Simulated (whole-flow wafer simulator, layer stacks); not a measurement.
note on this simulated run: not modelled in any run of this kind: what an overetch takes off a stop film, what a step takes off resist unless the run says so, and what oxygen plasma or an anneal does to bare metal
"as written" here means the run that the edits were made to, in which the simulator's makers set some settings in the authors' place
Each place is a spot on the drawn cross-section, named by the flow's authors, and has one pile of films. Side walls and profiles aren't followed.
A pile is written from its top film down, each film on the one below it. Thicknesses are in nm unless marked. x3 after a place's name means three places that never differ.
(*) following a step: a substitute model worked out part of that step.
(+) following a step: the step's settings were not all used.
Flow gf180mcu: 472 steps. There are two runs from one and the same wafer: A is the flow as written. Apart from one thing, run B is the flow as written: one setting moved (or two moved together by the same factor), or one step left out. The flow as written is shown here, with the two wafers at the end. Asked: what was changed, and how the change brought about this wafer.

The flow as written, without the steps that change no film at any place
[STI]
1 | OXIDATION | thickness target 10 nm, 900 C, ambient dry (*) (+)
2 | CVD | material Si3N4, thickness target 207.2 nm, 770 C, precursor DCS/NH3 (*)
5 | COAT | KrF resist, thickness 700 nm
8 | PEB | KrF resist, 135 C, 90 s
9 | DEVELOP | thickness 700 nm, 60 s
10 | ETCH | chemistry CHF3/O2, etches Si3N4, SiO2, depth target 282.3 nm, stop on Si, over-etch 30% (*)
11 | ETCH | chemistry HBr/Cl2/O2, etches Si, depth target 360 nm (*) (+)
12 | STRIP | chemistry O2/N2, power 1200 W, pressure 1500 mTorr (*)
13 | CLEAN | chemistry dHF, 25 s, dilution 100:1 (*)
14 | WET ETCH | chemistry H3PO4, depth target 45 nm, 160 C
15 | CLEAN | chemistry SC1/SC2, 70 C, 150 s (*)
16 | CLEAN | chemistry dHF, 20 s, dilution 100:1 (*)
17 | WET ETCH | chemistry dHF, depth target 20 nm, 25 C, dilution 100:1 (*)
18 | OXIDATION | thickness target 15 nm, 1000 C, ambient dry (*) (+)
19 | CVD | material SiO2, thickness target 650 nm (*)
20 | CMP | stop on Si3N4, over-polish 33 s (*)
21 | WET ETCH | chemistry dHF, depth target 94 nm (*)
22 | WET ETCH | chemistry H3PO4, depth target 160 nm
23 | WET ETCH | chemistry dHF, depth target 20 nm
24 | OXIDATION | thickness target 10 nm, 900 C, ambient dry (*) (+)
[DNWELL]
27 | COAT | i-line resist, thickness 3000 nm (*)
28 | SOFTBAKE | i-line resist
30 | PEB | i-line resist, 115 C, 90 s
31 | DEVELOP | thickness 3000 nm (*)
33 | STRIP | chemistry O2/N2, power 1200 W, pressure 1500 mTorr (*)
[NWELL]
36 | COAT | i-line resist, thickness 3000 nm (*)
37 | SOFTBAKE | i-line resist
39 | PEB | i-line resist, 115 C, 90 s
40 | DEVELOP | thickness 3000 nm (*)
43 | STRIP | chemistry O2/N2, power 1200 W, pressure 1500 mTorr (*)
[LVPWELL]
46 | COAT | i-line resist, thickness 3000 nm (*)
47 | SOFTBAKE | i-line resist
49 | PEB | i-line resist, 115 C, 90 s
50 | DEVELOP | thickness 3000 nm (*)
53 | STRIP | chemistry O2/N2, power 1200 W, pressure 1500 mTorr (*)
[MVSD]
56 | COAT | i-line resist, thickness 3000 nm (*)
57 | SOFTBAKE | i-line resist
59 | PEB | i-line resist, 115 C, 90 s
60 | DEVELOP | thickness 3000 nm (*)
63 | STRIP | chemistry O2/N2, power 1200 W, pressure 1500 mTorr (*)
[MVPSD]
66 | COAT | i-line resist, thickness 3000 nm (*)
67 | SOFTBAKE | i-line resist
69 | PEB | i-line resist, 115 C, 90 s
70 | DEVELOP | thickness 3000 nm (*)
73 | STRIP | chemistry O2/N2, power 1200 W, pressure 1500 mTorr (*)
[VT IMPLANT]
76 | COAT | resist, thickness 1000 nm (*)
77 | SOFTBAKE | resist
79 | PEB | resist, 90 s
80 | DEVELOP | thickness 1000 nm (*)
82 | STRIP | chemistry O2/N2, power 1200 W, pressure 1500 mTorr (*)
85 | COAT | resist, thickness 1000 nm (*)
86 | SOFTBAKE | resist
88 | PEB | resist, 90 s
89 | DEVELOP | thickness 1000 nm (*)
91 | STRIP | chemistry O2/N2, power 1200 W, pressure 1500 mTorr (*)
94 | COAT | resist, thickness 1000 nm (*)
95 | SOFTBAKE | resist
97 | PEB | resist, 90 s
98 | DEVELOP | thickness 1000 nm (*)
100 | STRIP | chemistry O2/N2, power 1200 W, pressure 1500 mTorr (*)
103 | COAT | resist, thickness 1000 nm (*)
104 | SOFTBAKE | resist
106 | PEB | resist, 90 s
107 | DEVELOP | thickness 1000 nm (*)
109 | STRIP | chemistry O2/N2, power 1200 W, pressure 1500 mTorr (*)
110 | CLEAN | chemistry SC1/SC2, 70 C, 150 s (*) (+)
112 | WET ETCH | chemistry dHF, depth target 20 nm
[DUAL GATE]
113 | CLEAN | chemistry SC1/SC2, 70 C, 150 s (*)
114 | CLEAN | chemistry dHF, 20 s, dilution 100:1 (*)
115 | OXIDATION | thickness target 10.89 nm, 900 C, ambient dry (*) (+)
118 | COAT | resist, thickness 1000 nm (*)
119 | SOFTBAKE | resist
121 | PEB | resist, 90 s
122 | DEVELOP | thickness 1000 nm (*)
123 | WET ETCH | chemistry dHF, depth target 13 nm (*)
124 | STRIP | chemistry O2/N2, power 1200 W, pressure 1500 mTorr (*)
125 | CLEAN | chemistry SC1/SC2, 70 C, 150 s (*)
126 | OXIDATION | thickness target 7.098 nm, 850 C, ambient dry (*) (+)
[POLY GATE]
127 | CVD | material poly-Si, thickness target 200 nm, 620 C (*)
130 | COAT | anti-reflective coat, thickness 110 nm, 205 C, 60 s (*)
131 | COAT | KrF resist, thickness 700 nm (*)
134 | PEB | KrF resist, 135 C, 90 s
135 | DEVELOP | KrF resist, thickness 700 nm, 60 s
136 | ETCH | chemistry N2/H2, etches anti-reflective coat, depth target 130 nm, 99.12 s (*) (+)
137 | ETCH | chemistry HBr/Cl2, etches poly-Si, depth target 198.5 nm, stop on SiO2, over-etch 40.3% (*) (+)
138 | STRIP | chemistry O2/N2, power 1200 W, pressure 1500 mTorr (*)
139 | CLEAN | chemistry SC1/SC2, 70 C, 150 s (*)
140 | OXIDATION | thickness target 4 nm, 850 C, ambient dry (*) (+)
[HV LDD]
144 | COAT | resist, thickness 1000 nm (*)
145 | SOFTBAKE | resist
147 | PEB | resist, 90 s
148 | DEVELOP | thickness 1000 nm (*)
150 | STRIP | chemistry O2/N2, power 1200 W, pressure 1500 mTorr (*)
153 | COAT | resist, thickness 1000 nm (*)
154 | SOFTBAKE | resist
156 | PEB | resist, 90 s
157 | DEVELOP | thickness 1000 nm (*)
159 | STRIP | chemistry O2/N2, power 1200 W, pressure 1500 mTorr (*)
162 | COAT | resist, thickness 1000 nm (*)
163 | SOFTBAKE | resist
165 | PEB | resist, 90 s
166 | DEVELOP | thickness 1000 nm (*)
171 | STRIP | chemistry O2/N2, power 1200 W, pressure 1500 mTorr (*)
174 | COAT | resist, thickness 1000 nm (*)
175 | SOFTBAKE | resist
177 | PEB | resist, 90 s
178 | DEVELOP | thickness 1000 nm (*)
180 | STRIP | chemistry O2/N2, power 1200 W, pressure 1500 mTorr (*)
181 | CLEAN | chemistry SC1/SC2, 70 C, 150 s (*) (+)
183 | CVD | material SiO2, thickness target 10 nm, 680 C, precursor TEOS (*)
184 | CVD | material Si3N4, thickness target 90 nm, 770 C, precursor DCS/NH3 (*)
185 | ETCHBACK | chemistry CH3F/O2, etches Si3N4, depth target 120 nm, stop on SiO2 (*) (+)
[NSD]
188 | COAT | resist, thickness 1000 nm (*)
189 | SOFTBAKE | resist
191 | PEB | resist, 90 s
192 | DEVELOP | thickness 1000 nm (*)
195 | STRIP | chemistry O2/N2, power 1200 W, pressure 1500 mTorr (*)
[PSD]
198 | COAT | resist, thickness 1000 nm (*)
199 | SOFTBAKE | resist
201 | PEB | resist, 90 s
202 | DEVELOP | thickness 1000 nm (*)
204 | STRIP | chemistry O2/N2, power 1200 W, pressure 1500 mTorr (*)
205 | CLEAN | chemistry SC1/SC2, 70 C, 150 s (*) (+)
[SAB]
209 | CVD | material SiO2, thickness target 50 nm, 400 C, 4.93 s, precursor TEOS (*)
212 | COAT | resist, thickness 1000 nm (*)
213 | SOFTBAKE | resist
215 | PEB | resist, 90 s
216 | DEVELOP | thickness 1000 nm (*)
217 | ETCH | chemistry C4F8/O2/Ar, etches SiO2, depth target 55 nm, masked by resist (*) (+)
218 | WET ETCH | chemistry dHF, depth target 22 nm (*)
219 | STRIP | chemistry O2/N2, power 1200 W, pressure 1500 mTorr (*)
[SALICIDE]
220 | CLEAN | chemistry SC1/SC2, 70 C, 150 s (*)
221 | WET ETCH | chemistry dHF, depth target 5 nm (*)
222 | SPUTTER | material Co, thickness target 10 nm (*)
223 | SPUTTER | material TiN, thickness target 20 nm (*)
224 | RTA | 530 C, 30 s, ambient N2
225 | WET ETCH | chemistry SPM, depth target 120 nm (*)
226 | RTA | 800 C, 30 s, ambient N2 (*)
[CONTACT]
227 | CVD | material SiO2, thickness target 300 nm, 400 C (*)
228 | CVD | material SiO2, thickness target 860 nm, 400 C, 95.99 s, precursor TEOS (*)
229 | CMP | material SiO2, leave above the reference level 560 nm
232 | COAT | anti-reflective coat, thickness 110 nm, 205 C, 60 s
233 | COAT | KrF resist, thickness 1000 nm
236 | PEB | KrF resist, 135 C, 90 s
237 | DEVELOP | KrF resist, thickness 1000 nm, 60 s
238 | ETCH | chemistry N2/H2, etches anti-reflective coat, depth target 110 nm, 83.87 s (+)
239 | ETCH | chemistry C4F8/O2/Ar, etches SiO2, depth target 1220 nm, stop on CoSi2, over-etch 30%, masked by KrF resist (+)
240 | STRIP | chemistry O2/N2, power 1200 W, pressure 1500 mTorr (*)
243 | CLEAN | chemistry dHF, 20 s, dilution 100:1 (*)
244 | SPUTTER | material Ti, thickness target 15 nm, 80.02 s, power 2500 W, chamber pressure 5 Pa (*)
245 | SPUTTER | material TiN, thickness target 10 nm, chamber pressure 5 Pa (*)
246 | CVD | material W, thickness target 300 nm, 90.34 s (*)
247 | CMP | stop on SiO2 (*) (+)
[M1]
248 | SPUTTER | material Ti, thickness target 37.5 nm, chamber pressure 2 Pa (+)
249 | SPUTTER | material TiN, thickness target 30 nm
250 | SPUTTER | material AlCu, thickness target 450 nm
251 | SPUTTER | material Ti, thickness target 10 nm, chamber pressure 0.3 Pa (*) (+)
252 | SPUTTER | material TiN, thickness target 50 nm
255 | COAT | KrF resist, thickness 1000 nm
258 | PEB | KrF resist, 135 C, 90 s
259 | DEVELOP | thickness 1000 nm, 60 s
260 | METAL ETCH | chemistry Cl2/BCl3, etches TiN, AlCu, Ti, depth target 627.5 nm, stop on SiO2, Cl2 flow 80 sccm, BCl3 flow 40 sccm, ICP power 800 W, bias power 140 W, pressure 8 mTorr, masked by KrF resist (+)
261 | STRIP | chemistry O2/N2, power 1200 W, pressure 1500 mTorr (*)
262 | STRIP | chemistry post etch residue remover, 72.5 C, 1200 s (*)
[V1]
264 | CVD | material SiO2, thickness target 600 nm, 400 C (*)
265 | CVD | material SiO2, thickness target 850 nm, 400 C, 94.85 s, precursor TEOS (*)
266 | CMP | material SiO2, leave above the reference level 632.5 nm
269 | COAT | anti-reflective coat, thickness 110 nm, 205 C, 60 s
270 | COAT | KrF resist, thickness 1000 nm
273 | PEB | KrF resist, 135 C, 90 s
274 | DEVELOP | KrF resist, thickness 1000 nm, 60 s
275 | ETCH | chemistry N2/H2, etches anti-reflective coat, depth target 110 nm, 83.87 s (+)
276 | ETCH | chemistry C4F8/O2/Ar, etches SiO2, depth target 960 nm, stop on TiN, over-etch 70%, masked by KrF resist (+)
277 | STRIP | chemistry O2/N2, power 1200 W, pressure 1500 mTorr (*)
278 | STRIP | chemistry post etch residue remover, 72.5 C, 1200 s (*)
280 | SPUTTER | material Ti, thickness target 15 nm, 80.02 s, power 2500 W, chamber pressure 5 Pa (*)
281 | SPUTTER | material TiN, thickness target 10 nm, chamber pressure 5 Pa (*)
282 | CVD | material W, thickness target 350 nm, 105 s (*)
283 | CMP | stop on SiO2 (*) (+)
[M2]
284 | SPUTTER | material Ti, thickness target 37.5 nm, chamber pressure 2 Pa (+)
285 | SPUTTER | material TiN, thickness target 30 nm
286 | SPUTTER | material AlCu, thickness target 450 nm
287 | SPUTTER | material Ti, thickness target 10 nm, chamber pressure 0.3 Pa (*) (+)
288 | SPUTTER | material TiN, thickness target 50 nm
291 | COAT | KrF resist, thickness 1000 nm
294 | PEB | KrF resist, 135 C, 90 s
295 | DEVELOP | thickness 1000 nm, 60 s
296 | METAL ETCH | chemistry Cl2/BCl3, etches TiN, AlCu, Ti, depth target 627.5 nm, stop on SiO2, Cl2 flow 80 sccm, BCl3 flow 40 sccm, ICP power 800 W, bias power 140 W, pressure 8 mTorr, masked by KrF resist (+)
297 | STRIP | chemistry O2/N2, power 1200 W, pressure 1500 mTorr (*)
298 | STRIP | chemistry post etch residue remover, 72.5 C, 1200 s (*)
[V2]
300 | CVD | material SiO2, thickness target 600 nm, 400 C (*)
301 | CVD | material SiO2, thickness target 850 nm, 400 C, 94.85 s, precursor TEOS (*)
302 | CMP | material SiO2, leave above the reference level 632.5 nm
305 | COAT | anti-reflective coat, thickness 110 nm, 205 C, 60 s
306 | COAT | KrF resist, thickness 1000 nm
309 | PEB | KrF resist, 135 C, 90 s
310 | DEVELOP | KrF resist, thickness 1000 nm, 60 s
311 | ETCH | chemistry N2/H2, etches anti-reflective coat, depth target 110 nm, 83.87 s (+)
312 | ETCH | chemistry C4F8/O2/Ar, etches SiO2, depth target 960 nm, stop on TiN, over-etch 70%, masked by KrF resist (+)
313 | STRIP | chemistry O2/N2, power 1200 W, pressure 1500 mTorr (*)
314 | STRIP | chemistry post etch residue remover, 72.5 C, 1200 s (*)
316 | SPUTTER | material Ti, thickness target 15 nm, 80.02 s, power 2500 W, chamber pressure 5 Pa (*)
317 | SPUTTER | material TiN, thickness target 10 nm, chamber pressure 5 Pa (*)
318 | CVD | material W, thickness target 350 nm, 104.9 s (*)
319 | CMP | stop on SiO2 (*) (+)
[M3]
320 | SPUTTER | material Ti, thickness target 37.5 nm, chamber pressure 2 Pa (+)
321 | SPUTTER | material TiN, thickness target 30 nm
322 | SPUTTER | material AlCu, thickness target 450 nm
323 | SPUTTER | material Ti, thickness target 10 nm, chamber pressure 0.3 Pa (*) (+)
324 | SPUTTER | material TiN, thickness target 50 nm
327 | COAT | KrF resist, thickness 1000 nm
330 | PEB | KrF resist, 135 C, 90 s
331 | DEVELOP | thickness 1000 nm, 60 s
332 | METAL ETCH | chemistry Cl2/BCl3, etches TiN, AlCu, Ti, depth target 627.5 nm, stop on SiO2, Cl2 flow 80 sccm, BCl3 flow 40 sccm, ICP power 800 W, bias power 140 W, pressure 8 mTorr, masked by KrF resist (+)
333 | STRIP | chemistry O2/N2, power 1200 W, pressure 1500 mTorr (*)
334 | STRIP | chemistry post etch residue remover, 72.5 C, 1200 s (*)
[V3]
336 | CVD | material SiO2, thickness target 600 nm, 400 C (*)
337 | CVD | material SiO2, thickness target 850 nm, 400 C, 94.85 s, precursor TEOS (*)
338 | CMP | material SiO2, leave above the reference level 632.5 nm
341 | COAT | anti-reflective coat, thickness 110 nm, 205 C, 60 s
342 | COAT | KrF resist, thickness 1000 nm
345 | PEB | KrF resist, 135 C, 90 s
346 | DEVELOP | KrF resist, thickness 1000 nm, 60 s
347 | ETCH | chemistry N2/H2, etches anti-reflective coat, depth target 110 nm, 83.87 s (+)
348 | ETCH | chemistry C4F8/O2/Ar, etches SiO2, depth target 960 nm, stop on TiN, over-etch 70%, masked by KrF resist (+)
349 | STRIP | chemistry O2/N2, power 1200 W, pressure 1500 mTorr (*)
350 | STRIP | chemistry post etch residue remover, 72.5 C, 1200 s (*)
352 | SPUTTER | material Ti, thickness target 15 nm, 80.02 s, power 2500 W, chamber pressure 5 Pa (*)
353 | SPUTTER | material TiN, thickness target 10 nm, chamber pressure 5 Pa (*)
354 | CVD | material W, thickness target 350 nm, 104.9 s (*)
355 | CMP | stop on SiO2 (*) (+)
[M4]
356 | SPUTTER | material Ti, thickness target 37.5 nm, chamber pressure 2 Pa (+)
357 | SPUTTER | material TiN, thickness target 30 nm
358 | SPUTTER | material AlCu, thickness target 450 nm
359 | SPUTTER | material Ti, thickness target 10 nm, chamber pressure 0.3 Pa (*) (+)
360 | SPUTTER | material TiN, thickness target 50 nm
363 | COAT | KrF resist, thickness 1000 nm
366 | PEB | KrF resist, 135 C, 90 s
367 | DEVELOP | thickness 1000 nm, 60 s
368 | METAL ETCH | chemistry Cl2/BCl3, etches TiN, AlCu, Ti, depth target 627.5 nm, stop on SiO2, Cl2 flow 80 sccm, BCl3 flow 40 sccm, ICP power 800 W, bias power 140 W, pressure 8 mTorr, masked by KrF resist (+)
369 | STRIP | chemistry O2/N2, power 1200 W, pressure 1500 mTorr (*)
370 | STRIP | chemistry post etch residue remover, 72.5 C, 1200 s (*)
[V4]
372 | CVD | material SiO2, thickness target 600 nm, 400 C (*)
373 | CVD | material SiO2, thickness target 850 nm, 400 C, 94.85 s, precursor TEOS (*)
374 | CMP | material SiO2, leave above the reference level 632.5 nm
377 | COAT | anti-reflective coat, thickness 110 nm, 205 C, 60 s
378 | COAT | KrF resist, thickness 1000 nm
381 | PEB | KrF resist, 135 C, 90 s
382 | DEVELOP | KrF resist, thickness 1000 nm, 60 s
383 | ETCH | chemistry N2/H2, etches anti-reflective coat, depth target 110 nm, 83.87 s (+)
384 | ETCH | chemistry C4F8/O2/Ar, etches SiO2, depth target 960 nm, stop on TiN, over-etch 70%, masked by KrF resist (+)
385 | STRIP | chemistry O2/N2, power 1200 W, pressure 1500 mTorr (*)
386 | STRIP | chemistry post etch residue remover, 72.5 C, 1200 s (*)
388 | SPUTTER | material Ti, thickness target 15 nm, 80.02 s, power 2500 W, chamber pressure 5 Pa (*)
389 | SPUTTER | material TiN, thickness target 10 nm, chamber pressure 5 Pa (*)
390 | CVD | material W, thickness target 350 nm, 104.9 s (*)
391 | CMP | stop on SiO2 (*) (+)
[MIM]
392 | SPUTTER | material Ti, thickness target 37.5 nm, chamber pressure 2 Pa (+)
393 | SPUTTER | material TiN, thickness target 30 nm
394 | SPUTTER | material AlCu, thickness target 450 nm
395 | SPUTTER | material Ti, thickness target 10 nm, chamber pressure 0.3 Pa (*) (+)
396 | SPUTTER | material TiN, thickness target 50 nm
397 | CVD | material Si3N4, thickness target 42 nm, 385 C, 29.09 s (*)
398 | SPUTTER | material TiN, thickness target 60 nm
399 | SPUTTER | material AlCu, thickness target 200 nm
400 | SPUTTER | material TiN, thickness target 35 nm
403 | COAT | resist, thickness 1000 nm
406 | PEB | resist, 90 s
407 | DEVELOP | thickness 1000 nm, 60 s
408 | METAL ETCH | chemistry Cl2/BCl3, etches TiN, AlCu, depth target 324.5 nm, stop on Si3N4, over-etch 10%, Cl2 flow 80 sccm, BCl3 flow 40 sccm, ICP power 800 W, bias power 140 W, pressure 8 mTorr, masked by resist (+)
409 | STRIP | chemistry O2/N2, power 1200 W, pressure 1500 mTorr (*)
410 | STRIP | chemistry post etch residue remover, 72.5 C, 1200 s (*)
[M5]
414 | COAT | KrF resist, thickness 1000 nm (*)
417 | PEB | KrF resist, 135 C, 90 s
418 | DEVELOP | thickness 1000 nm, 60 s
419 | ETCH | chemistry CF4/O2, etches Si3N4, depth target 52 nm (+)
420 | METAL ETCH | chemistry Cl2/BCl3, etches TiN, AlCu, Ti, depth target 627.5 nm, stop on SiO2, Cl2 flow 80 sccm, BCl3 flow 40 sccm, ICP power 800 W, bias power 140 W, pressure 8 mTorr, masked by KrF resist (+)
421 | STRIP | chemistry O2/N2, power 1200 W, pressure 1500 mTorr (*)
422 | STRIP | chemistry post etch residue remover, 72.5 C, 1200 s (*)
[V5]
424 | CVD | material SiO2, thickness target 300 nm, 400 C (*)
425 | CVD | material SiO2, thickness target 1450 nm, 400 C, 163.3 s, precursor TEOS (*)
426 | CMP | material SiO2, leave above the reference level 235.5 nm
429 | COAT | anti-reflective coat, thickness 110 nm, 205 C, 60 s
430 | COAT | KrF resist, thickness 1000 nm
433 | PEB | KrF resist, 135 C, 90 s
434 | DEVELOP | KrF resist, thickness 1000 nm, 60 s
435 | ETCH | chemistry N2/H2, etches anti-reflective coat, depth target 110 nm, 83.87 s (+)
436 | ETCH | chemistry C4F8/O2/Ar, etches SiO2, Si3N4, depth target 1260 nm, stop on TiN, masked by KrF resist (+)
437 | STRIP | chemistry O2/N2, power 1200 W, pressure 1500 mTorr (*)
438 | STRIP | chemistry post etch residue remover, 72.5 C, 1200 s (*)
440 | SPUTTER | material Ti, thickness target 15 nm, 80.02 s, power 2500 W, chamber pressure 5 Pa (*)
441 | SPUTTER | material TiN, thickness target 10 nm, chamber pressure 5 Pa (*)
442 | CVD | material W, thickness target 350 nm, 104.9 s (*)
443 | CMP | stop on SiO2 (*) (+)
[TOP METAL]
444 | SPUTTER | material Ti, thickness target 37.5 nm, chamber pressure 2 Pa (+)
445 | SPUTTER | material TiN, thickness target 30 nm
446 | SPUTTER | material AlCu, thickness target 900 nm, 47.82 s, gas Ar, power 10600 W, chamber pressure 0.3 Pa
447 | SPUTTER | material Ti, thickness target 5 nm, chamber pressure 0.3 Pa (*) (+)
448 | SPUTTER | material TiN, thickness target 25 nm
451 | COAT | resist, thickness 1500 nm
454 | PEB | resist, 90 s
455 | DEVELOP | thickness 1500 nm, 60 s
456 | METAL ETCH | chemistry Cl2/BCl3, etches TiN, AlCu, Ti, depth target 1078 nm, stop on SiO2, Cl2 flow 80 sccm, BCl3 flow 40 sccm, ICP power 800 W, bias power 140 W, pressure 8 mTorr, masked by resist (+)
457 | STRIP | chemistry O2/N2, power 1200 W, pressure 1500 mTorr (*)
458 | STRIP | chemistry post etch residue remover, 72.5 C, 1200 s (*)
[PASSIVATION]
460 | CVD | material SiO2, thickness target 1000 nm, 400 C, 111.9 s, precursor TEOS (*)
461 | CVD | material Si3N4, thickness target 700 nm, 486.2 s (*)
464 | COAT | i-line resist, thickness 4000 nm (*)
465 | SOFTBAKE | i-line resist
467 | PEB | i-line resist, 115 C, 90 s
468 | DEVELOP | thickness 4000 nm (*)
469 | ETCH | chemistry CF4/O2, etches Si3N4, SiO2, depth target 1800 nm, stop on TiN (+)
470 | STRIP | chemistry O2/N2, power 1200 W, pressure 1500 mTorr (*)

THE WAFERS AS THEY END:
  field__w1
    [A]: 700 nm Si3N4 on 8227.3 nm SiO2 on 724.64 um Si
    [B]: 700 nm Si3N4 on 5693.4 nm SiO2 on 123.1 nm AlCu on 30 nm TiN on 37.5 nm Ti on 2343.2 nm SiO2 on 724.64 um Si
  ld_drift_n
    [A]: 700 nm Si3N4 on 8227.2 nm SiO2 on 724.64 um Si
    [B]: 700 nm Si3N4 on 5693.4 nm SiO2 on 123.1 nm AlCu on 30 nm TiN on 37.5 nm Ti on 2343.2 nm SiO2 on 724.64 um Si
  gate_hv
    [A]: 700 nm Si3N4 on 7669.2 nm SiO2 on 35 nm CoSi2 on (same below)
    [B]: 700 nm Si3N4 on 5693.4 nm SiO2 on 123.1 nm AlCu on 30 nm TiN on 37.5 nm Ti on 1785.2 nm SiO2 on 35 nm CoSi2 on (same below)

Cause: step 296, METAL ETCH: depth target 381.2 nm was run, while the flow as written has depth target 627.5 nm.

The path from the change to this, step by step:
  296 | METAL ETCH | chemistry Cl2/BCl3, etches TiN, AlCu, Ti, depth target 627.5 nm, stop on SiO2, Cl2 flow 80 sccm, BCl3 flow 40 sccm, ICP power 800 W, bias power 140 W, pressure 8 mTorr, masked by KrF resist (+)
      field, field__w1, field__w2 and 103 more: A TiN loses 50 (all of it), Ti loses 10 (all of it), AlCu loses 450 (all of it), TiN loses 30 (all of it), Ti loses 37.5 (all of it) | B TiN loses 50 (all of it), Ti loses 10 (all of it), AlCu loses 321.2
      field__w8, contact, m1, m1__w1, m1_nw: A KrF resist loses 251 | B KrF resist loses 152.5
  297 | STRIP | chemistry O2/N2, power 1200 W, pressure 1500 mTorr (*)
      field__w8, contact, m1, m1__w1, m1_nw: A KrF resist loses 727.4 (all of it) | B KrF resist loses 825.9 (all of it)
  298 | STRIP | chemistry post etch residue remover, 72.5 C, 1200 s (*)
      field, field__w1, field__w2 and 103 more: A nothing | B AlCu loses 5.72
  300 | CVD | material SiO2, thickness target 600 nm, 400 C (*)
      field, field__w1, field__w2 and 103 more: A SiO2 gains 600 | B SiO2 gains 600 (new film)
  302 | CMP | material SiO2, leave above the reference level 632.5 nm
      field, field__w1, field__w2 and 103 more: A SiO2 loses 300 | B SiO2 loses 490.6
With metal films that touch counted as one body, field__w1 has 1 body; the flow as written gives 0 bodies.
With metal films that touch counted as one body, ld_drift_n has 1 body; the flow as written gives 0 bodies.
With metal films that touch counted as one body, gate_hv has 2 bodies (between them, from the top down: SiO2 1785.2); the flow as written gives 1 body.
